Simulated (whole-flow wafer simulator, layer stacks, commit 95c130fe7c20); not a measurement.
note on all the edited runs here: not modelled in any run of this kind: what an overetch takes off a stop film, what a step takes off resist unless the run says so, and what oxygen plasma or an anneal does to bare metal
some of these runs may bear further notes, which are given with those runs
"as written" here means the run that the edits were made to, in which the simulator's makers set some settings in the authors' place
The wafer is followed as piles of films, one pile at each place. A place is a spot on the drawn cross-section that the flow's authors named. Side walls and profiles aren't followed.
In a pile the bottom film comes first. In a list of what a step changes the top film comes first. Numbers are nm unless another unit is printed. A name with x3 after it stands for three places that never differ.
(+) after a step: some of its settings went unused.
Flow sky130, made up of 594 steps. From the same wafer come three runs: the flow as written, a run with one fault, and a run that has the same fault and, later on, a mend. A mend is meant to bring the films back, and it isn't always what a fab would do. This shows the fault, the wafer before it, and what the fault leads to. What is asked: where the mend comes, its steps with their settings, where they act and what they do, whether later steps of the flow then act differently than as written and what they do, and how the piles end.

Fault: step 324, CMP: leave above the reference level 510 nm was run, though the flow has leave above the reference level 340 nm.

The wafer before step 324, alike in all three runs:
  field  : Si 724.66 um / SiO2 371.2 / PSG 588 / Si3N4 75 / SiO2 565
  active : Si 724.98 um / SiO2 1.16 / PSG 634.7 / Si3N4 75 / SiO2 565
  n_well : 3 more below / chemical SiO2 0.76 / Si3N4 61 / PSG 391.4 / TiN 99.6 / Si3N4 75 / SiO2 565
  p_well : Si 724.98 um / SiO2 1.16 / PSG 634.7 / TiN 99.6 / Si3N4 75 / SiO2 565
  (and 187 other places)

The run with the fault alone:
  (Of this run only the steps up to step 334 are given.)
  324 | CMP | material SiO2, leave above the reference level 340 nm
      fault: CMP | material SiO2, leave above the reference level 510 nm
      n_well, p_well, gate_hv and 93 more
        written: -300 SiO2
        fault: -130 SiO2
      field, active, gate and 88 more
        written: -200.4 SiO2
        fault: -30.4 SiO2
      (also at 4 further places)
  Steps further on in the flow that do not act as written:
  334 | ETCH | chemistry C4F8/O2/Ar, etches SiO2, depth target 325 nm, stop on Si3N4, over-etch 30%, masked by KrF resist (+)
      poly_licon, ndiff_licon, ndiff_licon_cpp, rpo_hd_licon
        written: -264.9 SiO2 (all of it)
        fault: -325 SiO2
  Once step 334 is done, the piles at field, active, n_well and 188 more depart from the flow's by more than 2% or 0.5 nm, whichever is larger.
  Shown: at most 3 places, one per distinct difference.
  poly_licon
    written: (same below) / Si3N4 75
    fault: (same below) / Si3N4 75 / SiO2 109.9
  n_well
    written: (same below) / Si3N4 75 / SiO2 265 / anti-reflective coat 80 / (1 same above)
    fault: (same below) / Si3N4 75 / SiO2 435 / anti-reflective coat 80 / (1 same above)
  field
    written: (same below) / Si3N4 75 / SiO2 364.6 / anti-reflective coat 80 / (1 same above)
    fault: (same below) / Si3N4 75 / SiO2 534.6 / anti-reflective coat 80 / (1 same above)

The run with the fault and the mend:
  The mend stands after step 324.
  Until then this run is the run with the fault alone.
  324a | CMP | material SiO2, leave above the reference level 340 nm (a further turn of the flow's step 324)
      field, active, n_well and 188 more
        -170 SiO2
  None of the later steps of the flow acts differently than as written at any place that is followed.
  The piles end the same as the flow's at every place that both follow.
